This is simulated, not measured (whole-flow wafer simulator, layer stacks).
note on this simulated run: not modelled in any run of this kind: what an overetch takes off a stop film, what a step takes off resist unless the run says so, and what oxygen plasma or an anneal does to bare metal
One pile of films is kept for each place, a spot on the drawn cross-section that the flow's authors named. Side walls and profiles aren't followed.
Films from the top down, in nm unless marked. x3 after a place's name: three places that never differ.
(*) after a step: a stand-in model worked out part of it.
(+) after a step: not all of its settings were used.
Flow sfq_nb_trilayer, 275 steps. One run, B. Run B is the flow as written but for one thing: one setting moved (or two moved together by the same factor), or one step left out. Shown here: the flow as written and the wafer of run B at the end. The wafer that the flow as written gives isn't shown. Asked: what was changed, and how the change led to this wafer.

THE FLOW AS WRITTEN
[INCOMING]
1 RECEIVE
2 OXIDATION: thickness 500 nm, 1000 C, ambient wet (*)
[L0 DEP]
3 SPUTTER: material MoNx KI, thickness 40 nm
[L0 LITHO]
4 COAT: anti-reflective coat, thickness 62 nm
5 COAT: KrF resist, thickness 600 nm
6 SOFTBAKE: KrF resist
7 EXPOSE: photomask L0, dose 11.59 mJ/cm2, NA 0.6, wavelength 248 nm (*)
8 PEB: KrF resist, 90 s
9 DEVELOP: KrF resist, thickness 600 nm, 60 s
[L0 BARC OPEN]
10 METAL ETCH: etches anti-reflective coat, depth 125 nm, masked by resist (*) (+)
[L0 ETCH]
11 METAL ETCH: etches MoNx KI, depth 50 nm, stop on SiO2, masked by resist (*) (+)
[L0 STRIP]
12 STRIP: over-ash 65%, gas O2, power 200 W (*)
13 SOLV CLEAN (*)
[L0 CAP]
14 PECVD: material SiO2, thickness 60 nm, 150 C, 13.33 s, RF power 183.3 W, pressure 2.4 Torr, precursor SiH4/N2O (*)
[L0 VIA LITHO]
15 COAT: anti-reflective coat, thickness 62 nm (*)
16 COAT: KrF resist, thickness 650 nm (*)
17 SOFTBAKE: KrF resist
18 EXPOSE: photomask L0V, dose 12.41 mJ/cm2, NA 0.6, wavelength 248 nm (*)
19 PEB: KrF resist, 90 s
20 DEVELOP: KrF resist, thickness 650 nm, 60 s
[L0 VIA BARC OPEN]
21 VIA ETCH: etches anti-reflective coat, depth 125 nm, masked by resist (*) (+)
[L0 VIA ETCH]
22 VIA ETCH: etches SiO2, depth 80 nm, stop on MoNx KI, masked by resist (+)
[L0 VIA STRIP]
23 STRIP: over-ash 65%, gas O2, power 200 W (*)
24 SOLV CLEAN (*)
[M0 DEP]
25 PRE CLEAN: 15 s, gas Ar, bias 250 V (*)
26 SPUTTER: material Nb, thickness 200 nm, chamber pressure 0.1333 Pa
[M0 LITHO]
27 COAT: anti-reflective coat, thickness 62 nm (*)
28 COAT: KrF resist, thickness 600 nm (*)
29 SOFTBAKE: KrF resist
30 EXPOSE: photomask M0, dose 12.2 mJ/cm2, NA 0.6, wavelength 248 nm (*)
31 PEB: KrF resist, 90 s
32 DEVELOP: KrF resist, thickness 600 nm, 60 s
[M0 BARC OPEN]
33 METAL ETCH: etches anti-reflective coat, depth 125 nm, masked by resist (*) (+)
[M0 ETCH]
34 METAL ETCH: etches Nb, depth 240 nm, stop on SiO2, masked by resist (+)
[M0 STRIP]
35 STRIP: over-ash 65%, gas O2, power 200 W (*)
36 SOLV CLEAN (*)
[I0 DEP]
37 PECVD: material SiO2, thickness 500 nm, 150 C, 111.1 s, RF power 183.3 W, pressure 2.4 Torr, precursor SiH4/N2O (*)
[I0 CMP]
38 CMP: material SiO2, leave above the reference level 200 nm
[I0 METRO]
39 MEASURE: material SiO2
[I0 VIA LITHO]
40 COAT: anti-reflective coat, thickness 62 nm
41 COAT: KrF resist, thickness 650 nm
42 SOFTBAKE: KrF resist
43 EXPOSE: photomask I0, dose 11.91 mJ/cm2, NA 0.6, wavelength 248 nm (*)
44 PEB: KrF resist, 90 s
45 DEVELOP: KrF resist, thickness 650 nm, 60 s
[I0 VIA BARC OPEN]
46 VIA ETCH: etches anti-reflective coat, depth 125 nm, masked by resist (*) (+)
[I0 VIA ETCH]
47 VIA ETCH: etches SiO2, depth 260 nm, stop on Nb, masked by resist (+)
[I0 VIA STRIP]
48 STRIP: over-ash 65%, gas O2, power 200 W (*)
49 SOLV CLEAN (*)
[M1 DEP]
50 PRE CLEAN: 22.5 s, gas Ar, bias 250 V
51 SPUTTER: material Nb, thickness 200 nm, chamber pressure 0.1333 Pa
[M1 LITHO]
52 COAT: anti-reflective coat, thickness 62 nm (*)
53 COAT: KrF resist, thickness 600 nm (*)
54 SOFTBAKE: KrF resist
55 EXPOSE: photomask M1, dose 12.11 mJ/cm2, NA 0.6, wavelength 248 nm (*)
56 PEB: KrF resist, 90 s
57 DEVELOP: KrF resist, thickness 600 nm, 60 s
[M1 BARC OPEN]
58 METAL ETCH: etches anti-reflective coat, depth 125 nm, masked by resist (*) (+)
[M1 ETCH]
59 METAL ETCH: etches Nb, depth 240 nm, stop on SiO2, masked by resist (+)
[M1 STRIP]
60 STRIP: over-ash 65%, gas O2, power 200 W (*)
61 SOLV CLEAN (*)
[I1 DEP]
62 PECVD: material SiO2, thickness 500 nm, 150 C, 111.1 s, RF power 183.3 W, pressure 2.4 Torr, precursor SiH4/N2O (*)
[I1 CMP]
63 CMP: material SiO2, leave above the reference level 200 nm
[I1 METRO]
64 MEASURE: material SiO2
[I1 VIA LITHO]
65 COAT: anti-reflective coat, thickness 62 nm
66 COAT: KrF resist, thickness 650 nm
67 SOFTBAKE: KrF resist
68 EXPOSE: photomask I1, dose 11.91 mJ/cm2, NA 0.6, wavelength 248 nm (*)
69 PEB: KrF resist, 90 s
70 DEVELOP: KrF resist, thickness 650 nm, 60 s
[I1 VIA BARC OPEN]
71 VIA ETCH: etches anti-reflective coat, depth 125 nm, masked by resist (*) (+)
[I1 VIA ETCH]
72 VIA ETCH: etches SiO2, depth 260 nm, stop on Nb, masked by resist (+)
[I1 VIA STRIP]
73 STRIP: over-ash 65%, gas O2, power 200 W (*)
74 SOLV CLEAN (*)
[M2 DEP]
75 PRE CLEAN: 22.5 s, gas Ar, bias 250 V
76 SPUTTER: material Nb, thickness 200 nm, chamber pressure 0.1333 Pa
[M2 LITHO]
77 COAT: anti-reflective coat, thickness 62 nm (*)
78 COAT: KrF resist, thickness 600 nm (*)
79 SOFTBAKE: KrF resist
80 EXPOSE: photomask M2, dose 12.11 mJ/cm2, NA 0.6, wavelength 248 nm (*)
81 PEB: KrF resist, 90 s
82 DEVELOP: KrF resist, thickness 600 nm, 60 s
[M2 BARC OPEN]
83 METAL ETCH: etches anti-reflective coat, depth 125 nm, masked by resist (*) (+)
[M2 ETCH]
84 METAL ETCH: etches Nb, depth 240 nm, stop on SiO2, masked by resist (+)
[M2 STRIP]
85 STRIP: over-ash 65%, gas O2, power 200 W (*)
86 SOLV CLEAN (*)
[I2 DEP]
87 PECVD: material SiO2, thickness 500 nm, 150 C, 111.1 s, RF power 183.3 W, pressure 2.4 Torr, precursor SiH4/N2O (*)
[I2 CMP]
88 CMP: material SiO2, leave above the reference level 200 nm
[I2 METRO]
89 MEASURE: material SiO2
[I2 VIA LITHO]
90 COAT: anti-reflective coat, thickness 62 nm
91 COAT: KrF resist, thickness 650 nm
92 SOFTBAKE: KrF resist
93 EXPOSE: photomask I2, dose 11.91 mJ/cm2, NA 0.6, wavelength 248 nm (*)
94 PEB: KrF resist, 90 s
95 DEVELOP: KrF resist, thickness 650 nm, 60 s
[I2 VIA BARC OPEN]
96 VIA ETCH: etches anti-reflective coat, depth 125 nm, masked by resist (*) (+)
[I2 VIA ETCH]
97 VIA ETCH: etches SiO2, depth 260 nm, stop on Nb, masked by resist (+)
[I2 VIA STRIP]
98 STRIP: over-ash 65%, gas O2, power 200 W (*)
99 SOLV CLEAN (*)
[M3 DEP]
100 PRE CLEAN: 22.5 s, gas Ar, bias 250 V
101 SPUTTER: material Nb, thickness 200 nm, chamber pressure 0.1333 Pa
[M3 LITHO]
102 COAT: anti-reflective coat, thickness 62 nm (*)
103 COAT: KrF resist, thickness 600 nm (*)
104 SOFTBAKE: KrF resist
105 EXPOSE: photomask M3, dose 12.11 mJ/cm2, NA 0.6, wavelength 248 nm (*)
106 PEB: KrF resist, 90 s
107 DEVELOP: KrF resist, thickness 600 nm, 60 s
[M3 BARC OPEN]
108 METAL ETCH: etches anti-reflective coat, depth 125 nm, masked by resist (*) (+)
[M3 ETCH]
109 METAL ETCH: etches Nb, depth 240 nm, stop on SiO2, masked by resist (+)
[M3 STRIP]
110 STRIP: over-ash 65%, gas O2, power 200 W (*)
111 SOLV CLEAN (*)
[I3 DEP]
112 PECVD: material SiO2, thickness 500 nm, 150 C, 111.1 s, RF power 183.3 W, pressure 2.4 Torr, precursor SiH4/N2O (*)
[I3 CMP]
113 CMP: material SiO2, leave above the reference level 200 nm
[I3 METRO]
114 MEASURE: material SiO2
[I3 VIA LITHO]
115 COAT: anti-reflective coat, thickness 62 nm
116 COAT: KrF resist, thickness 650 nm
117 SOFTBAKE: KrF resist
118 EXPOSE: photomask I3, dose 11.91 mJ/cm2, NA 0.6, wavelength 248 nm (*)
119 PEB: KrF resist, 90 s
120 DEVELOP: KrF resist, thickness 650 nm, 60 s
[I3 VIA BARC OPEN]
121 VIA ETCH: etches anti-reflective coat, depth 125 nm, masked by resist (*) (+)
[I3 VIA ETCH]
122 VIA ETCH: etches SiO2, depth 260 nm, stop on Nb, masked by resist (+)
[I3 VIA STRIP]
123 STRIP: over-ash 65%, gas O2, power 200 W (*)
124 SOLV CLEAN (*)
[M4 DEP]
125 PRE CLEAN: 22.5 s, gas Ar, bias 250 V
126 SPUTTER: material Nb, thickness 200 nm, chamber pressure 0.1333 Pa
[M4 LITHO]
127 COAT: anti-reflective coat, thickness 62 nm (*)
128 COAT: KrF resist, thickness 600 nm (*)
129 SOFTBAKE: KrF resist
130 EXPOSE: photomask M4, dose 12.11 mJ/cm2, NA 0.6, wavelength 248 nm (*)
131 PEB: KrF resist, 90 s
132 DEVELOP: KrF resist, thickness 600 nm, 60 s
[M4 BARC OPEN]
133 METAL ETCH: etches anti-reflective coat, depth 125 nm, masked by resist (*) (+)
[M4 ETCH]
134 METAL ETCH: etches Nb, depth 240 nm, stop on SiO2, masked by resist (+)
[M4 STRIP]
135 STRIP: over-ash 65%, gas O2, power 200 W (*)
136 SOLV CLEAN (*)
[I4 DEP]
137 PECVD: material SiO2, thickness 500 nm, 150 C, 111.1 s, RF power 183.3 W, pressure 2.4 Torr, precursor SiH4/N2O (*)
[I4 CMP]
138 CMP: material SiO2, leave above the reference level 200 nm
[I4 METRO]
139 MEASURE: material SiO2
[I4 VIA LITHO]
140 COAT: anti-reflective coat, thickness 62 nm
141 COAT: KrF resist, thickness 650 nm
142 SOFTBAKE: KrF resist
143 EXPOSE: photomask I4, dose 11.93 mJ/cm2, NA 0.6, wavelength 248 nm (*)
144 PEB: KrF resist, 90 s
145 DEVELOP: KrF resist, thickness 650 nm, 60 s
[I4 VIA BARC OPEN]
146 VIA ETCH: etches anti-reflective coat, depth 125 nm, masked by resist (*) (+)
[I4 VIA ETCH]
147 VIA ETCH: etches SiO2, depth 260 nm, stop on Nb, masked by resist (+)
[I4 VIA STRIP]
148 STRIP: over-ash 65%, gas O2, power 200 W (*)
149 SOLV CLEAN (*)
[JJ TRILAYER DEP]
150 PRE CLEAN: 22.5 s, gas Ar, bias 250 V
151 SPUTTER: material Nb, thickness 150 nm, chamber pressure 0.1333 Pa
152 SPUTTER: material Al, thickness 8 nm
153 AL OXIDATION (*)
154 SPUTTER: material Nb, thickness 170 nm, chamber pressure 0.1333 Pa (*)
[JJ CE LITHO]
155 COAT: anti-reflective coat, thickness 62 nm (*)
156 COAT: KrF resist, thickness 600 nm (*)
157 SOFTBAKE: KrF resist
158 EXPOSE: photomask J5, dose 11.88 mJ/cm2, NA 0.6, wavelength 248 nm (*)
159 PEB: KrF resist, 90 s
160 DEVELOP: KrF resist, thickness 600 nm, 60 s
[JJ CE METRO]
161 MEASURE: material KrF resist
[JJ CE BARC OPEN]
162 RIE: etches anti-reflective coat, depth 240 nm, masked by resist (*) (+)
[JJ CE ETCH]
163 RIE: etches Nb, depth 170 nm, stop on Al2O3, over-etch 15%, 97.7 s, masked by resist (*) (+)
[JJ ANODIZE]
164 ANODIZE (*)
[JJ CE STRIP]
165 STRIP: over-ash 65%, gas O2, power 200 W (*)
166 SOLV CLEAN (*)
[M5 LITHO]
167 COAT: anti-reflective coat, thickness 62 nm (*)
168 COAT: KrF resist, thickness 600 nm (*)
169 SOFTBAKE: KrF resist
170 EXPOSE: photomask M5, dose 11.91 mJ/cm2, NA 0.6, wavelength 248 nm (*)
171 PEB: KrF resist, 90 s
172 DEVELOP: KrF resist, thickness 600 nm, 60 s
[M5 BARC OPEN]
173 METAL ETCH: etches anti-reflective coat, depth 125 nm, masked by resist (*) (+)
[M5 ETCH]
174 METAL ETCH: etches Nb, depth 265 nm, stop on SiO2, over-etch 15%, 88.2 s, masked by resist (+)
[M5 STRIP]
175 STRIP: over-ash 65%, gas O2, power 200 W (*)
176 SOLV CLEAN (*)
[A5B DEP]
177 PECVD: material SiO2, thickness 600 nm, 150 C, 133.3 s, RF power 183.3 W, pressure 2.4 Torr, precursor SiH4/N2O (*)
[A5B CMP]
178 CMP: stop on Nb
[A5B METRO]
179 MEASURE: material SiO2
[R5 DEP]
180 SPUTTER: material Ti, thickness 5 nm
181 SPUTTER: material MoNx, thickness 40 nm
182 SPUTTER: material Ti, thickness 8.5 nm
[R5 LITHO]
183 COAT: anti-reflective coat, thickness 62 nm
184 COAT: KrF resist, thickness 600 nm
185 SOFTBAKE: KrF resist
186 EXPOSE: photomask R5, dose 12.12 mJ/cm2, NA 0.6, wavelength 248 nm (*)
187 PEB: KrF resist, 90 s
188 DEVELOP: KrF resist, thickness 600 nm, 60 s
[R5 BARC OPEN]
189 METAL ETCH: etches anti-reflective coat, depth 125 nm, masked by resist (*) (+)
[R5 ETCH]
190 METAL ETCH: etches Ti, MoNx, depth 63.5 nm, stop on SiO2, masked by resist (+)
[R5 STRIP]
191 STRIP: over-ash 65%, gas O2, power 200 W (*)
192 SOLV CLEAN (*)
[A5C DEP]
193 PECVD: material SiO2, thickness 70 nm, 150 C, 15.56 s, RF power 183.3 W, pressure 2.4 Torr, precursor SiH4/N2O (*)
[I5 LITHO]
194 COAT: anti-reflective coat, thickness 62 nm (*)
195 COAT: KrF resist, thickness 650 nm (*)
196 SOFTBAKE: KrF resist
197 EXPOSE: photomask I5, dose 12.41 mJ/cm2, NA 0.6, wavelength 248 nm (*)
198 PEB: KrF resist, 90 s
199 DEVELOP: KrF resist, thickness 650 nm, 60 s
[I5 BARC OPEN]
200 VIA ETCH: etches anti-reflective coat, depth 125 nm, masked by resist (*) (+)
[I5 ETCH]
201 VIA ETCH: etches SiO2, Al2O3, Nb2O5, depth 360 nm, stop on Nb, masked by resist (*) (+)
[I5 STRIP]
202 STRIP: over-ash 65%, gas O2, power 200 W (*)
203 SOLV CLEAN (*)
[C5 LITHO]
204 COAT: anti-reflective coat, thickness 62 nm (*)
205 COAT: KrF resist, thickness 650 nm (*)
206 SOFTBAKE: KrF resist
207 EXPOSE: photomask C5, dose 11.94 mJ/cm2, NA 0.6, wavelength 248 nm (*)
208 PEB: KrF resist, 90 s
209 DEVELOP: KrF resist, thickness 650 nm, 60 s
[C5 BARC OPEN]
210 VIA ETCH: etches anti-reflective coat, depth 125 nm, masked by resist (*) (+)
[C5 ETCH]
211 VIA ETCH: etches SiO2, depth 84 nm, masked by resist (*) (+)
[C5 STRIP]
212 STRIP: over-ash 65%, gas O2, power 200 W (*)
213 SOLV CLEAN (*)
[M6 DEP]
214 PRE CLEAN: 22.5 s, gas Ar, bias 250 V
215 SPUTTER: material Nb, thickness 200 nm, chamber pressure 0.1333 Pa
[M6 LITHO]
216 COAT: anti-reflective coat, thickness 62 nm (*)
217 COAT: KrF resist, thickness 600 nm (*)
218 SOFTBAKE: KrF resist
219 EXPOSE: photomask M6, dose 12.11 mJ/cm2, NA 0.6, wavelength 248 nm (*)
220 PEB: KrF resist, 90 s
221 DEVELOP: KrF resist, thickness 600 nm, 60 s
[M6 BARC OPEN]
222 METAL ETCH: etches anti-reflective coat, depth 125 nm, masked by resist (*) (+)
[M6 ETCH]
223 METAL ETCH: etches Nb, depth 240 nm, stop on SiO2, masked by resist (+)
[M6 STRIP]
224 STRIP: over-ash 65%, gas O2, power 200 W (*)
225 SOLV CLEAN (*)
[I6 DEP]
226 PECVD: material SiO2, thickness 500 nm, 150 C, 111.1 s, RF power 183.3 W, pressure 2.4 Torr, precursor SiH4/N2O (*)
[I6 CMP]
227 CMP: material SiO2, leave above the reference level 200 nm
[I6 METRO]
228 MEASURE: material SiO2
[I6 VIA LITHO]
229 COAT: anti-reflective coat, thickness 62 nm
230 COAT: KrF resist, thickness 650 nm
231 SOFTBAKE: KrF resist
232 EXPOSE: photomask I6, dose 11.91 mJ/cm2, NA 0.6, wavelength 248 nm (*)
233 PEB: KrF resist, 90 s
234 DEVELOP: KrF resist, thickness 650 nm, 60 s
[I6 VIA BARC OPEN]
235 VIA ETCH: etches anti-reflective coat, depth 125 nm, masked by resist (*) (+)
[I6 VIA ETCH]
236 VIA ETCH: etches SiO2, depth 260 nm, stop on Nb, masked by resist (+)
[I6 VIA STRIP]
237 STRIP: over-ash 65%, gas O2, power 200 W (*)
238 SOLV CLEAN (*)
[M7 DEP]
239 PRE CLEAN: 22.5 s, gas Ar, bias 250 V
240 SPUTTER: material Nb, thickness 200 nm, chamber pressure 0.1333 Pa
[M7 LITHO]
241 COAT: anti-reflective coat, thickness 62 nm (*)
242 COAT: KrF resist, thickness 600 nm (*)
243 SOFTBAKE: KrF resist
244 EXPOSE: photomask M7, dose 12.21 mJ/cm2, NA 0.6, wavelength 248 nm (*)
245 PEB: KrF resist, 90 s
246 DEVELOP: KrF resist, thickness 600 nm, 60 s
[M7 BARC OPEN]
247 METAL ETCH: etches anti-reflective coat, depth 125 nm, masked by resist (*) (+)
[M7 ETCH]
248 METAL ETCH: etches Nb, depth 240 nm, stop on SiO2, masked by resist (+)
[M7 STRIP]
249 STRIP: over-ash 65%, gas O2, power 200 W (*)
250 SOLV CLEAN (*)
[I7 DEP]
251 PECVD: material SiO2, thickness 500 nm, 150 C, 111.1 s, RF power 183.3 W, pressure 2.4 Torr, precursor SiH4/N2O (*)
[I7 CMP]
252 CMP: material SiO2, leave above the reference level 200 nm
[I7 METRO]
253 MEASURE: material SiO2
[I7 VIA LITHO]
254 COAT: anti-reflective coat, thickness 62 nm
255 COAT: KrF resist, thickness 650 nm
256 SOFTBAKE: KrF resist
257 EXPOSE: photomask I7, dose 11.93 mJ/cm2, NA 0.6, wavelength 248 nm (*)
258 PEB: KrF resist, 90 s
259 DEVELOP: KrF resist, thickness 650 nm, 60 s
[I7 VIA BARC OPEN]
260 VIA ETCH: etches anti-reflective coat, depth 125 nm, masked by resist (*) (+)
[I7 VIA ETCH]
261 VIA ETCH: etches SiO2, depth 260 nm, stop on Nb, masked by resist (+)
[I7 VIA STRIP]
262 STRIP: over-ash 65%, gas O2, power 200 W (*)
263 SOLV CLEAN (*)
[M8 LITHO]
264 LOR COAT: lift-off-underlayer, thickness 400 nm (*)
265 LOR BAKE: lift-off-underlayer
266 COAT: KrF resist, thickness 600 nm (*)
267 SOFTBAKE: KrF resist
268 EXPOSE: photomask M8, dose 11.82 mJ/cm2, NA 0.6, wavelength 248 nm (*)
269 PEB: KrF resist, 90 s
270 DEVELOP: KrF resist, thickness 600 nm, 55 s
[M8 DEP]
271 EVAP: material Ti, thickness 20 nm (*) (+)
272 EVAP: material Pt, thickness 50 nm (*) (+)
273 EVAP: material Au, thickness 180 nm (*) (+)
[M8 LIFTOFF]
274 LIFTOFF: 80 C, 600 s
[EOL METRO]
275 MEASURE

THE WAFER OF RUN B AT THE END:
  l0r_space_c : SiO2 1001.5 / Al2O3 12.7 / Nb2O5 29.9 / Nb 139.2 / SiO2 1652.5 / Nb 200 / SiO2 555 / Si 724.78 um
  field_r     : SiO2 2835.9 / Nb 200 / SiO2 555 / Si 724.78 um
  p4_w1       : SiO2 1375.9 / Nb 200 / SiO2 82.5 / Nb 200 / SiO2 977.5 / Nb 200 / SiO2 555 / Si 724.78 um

The cause: step 113, CMP: leave above the reference level 90 nm was run, where the flow has leave above the reference level 200 nm.

How the change led to this, step by step:
  113 CMP: material SiO2, leave above the reference level 200 nm
      field_l, be, be_sur and 64 more: SiO2 -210 (as written it would be: SiO2 -100)
      v_sur, via_wl, via_wr and 27 more: SiO2 -410 (as written it would be: SiO2 -300)
      (and at 9 more places)
  122 VIA ETCH: etches SiO2, depth 260 nm, stop on Nb, masked by resist (+)
      field_l, v_sur, via_wl and 102 more: KrF resist -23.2 (as written it would be: KrF resist -44.8)
      via_v: SiO2 -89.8 (all of it) (as written it would be: SiO2 -199.8 (all of it))
  123 STRIP: over-ash 65%, gas O2, power 200 W (*)
      field_l, v_sur, via_wl and 102 more: KrF resist -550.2 (all of it), anti-reflective coat -62 (all of it) (as written it would be: KrF resist -528.6 (all of it), anti-reflective coat -62 (all of it))
  126 SPUTTER: material Nb, thickness 200 nm, chamber pressure 0.1333 Pa
      via_v: Nb +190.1 (as written it would be: Nb +165.5)
  127 COAT: anti-reflective coat, thickness 62 nm (*)
      via_v: anti-reflective coat +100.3 (new film) (as written it would be: anti-reflective coat +124.8 (new film))
  128 COAT: KrF resist, thickness 600 nm (*)
      via_v: KrF resist +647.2 (new film) (as written it would be: KrF resist +739.8 (new film))
  135 STRIP: over-ash 65%, gas O2, power 200 W (*)
      via_sp: KrF resist -382.6 (all of it), anti-reflective coat -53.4 (all of it) (as written it would be: KrF resist -373.9 (all of it), anti-reflective coat -53 (all of it))
      via_v: KrF resist -429.5 (all of it), anti-reflective coat -100.3 (all of it) (as written it would be: KrF resist -521.8 (all of it), anti-reflective coat -124.8 (all of it))
      (and at 1 more place)
  137 PECVD: material SiO2, thickness 500 nm, 150 C, 111.1 s, RF power 183.3 W, pressure 2.4 Torr, precursor SiH4/N2O (*)
      via_v: SiO2 +500 (new film) (as written it would be: SiO2 +615 (new film))
  138 CMP: material SiO2, leave above the reference level 200 nm
      via_v: SiO2 -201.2 (as written it would be: SiO2 -181.6)
